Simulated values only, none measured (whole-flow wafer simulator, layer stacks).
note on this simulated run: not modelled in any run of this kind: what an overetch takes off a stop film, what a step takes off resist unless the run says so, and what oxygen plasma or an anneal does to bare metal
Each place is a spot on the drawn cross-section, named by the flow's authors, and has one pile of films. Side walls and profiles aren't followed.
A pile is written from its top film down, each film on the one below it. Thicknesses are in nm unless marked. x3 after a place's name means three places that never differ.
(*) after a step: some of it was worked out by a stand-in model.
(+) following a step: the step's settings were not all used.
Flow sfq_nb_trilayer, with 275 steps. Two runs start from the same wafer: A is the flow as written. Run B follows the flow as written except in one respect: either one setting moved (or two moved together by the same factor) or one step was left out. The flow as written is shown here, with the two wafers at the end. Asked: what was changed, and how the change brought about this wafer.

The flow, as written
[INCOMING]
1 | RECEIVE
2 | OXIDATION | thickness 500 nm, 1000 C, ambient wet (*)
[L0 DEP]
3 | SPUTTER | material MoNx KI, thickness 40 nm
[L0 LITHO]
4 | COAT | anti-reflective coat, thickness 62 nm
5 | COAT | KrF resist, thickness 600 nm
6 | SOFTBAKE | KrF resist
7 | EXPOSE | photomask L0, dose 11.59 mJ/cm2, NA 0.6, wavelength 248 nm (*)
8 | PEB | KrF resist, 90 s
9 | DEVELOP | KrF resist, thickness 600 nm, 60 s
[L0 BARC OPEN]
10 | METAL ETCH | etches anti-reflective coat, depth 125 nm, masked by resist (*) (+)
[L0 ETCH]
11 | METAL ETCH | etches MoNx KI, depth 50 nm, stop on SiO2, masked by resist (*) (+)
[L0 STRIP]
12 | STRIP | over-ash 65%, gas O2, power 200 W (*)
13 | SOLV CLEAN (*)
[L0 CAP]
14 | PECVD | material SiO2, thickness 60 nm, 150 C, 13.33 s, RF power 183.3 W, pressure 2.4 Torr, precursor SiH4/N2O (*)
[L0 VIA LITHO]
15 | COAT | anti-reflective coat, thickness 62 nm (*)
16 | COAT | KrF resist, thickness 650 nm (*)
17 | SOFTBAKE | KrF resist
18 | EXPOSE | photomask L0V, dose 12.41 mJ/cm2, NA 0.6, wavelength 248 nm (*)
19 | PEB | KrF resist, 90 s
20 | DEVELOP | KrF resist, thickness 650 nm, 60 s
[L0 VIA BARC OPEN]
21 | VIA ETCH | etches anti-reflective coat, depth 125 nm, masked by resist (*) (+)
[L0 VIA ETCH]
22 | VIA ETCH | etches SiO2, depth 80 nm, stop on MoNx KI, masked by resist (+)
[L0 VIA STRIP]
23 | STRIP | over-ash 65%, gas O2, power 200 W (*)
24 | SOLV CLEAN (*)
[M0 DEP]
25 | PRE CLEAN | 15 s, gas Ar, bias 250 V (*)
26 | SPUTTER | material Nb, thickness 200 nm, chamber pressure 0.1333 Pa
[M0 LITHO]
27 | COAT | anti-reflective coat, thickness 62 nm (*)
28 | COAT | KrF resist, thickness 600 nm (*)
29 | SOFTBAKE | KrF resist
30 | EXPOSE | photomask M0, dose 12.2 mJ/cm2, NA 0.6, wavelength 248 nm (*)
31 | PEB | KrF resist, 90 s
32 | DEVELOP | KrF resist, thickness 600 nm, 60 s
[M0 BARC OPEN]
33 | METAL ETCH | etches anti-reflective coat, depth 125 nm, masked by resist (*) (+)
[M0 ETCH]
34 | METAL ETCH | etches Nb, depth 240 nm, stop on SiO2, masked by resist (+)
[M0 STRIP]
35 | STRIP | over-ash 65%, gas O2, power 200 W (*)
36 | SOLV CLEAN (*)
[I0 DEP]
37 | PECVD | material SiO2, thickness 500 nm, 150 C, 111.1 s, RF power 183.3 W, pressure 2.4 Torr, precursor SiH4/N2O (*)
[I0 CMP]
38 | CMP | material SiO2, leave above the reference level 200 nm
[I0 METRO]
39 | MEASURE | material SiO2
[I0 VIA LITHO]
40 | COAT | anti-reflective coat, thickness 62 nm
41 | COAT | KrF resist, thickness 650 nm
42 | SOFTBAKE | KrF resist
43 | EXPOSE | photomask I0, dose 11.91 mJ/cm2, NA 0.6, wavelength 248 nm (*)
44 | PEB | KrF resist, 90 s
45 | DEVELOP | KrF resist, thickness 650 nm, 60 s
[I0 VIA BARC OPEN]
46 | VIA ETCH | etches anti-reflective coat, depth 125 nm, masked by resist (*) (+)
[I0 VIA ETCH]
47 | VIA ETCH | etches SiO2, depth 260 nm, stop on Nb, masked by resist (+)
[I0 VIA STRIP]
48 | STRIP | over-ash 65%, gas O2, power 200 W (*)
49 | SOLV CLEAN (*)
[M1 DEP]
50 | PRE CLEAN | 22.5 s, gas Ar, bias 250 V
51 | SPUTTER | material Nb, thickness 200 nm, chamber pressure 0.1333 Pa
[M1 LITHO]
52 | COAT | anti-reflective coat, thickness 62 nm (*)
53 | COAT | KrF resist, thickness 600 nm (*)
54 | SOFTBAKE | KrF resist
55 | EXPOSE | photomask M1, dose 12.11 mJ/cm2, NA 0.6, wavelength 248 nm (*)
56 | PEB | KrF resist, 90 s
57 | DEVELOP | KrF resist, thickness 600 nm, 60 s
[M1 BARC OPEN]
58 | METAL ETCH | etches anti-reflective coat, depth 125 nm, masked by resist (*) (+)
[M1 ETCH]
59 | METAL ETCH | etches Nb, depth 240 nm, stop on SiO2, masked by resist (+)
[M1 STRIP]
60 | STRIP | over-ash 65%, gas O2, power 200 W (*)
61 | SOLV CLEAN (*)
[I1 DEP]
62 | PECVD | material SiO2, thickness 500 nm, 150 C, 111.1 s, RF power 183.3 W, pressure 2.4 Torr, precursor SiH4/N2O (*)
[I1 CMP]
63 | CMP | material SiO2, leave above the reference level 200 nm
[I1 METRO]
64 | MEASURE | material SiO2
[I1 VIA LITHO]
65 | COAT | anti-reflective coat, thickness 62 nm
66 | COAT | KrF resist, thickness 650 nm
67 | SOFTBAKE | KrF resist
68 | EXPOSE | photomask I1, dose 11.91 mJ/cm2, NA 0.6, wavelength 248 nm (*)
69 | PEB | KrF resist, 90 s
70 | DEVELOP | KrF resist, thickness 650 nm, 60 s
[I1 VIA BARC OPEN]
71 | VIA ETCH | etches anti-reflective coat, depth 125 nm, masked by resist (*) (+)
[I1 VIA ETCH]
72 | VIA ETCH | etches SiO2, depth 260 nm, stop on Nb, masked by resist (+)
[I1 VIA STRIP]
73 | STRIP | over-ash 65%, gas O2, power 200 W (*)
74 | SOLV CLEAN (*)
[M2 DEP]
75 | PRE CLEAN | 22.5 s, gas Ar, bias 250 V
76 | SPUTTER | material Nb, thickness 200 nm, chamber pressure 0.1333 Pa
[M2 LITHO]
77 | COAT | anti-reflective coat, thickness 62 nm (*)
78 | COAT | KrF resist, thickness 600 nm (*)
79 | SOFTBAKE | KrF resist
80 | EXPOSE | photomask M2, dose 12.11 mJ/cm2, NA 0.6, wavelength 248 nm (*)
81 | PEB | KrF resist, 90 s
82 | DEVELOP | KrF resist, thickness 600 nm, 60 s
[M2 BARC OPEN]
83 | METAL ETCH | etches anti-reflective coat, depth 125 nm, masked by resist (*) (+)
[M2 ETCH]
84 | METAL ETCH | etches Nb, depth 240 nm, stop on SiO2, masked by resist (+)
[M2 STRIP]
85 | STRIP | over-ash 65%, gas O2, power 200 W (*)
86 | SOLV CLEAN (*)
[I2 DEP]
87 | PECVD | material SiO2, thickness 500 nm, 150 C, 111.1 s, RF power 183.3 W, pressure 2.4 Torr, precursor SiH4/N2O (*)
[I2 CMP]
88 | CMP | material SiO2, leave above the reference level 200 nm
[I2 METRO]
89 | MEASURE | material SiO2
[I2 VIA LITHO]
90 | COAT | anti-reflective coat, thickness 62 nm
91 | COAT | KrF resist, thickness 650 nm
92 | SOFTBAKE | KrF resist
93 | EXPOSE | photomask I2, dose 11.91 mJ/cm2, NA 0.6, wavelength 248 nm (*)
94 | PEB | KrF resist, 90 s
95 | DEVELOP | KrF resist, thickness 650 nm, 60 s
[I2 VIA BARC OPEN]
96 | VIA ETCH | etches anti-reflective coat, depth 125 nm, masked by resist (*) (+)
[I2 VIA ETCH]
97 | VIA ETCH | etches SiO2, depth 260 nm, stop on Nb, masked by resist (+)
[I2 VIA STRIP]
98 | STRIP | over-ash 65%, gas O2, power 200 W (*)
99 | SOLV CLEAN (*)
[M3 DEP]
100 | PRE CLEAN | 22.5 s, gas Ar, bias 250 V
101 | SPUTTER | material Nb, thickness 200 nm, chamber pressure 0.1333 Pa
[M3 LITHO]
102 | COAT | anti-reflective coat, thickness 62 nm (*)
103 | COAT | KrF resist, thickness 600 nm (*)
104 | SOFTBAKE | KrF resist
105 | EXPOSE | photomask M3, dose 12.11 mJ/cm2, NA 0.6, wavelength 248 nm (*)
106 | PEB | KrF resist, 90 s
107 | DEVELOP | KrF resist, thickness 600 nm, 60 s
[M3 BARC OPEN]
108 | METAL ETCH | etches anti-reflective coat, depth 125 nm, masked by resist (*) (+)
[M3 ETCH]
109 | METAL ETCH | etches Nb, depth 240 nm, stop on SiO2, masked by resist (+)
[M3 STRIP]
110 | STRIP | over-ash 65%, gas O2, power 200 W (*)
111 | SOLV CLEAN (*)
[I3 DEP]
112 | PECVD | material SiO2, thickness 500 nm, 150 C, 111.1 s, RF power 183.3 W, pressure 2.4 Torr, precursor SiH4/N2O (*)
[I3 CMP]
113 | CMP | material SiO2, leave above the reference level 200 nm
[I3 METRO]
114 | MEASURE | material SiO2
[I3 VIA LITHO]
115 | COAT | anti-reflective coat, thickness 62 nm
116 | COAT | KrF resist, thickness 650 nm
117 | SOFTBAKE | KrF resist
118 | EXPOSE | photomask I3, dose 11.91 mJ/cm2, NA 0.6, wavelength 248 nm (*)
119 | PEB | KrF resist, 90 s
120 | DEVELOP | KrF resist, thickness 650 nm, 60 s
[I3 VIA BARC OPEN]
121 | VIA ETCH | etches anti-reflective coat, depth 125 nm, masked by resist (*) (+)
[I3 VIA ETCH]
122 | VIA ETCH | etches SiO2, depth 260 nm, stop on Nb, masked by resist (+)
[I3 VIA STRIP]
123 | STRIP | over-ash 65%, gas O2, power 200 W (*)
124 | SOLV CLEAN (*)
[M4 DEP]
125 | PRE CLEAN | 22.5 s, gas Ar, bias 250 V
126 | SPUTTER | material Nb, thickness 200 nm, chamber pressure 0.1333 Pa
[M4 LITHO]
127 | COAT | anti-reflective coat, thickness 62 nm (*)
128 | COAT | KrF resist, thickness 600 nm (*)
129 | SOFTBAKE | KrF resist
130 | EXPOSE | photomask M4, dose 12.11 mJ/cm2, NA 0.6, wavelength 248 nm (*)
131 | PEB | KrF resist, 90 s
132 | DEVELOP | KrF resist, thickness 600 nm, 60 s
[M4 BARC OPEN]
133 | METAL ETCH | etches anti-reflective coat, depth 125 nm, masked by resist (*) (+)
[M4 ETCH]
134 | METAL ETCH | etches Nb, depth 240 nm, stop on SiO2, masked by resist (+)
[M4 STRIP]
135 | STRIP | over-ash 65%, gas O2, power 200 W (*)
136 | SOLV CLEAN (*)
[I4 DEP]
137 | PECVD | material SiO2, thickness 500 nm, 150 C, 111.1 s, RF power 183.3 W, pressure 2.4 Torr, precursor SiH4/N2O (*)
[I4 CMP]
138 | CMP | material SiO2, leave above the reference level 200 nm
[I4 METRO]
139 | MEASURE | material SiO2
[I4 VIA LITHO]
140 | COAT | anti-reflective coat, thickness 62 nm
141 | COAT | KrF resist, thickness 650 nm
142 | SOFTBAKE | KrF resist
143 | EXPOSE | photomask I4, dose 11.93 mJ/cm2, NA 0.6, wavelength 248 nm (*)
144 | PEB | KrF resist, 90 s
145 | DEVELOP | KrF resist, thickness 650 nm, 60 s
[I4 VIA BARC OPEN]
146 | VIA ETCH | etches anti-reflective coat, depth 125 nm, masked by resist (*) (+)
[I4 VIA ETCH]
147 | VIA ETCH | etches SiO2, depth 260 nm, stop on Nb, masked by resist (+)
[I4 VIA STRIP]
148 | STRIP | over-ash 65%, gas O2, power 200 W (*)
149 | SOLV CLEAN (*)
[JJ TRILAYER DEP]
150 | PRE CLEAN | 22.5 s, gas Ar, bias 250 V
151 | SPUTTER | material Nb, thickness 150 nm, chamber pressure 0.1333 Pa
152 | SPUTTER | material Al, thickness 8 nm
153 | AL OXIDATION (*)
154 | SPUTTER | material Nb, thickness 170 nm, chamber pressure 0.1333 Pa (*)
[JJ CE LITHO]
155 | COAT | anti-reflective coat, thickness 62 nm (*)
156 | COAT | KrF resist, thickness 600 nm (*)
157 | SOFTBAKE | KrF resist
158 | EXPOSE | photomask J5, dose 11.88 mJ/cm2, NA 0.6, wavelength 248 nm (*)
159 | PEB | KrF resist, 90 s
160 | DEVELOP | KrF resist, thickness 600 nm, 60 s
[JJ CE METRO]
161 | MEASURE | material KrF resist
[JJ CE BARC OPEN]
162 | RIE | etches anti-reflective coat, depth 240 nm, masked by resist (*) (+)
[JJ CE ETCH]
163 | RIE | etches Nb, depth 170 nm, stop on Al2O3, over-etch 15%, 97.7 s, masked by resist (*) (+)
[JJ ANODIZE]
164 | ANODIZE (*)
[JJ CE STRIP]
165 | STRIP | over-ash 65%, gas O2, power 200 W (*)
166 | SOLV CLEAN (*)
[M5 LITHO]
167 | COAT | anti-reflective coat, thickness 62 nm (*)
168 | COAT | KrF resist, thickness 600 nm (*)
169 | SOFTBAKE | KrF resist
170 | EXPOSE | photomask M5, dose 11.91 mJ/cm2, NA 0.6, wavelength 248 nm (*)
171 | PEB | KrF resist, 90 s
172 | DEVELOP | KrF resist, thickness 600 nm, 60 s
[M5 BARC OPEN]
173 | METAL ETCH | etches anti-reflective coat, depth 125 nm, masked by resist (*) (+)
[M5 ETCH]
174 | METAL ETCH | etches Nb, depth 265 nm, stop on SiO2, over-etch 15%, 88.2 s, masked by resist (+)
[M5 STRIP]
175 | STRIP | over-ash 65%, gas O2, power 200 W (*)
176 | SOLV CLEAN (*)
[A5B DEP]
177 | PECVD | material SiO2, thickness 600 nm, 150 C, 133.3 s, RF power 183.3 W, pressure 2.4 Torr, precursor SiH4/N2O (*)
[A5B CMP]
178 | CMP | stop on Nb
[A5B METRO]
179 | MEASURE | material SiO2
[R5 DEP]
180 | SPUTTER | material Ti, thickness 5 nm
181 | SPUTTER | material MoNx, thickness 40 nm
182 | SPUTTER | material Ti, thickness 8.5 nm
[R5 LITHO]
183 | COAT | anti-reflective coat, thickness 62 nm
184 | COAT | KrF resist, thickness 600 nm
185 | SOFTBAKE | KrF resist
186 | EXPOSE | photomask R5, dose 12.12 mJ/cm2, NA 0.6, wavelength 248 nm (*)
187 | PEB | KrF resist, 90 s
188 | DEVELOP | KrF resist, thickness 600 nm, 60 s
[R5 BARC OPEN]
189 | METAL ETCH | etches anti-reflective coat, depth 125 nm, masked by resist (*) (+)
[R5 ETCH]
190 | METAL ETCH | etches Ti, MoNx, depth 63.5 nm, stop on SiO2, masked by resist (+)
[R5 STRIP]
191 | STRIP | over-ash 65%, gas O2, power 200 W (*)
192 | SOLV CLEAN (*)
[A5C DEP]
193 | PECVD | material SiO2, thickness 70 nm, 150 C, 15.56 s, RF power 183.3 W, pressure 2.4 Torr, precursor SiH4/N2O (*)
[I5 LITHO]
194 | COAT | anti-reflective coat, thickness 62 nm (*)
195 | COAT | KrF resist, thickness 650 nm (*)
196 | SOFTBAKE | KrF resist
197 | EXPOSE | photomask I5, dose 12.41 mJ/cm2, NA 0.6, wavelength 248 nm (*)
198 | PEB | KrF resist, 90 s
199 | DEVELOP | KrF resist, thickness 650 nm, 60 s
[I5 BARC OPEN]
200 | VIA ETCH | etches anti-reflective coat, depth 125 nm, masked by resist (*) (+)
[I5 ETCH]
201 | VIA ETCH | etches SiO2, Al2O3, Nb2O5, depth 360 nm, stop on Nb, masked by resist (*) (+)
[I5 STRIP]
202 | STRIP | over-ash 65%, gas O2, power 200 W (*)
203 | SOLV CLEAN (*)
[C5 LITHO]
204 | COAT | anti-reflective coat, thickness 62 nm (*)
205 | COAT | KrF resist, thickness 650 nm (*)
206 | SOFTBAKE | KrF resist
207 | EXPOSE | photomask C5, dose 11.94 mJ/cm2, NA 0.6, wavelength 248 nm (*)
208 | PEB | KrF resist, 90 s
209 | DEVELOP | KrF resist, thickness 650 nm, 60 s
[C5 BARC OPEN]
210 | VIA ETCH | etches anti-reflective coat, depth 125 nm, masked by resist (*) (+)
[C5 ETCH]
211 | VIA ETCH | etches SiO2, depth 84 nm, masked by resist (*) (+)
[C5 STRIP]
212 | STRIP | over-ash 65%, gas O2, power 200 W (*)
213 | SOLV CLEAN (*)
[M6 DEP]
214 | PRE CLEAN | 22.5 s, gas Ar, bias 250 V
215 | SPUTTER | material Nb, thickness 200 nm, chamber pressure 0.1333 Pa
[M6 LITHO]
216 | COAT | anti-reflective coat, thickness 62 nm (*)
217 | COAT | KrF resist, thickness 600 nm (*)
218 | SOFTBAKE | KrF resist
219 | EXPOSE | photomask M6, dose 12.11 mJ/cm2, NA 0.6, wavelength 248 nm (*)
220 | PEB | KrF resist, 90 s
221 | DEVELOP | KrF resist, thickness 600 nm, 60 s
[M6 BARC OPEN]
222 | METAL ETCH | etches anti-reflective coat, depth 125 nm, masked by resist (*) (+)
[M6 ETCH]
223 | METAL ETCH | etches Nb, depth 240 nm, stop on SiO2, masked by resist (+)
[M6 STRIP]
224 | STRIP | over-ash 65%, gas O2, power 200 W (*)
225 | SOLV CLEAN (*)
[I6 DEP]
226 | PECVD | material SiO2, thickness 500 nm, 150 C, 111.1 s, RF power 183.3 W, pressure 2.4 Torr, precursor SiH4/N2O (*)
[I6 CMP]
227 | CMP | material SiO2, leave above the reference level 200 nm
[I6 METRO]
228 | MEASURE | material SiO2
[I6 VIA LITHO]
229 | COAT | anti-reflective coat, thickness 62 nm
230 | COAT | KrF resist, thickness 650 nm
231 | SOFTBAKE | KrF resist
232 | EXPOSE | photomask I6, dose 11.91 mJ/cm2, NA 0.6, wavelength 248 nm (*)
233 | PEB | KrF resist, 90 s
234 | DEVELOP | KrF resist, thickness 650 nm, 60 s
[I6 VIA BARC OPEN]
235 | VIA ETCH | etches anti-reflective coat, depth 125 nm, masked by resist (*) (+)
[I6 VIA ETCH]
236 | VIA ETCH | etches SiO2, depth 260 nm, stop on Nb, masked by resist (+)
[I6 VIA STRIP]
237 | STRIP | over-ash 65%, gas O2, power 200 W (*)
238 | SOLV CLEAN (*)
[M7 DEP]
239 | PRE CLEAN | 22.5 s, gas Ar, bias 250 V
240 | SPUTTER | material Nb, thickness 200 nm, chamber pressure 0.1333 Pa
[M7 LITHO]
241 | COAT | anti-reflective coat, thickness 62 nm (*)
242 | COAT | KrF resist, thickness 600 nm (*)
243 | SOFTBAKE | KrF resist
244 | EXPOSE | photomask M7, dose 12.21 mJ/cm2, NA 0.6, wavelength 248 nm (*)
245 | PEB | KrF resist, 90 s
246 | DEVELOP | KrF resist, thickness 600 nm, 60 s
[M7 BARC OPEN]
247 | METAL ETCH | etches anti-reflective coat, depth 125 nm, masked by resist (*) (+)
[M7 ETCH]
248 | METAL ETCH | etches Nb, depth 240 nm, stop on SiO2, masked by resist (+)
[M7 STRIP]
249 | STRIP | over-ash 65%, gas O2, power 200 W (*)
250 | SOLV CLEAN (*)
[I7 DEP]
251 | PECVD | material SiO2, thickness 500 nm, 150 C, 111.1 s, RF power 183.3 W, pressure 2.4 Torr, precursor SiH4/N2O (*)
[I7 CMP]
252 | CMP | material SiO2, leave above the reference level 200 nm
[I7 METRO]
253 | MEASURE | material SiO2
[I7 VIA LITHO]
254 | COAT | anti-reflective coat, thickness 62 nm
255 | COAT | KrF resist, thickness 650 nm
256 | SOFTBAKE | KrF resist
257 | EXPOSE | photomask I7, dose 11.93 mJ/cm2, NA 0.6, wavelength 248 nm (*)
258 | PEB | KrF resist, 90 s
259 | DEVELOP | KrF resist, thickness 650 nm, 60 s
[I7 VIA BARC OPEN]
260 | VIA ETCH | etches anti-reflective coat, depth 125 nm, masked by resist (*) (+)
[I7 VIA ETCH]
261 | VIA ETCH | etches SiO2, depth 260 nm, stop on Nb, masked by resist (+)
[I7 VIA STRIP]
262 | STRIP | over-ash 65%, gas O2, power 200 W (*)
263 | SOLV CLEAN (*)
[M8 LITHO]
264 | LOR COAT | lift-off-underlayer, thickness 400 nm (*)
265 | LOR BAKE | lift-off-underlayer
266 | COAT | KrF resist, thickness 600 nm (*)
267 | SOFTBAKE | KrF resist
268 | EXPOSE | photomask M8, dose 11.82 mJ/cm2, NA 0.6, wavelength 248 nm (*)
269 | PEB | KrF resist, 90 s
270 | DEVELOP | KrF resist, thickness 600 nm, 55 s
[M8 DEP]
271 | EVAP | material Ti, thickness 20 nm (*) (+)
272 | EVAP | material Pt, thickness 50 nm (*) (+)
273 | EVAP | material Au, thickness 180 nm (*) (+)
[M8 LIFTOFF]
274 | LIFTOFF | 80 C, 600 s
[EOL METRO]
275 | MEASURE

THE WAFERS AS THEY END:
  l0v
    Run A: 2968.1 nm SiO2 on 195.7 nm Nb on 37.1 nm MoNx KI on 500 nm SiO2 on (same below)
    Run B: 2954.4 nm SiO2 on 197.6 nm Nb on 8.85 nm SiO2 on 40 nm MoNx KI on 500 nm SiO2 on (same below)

Cause: step 22, VIA ETCH: depth 46 nm was run, though the flow has depth 80 nm.

Step by step, how the change led to this:
  22 | VIA ETCH | etches SiO2, depth 80 nm, stop on MoNx KI, masked by resist (+)
      l0v: A -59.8 SiO2 (all of it) | B -46 SiO2
      field_l, v_sur, via_wl and 102 more: A -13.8 KrF resist | B -7.93 KrF resist
  25 | PRE CLEAN | 15 s, gas Ar, bias 250 V (*)
      l0v: A -2.91 MoNx KI | B -5 SiO2
  27 | COAT | anti-reflective coat, thickness 62 nm (*)
      l0_sur: A +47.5 anti-reflective coat (new film) | B +48.8 anti-reflective coat (new film)
      l0v: A +78 anti-reflective coat (new film) | B +74.4 anti-reflective coat (new film)
  35 | STRIP | over-ash 65%, gas O2, power 200 W (*)
      l0_sur: A -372 KrF resist (all of it), -47.5 anti-reflective coat (all of it) | B -372.7 KrF resist (all of it), -48.8 anti-reflective coat (all of it)
      l0v: A -405.3 KrF resist (all of it), -78 anti-reflective coat (all of it) | B -397.9 KrF resist (all of it), -74.4 anti-reflective coat (all of it)
  38 | CMP | material SiO2, leave above the reference level 200 nm
      l0v: A -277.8 SiO2 | B -291.5 SiO2
With metal films that touch counted as one body, l0v has 2 bodies (between them, from the top down: SiO2 8.85); the flow as written gives 1 body.
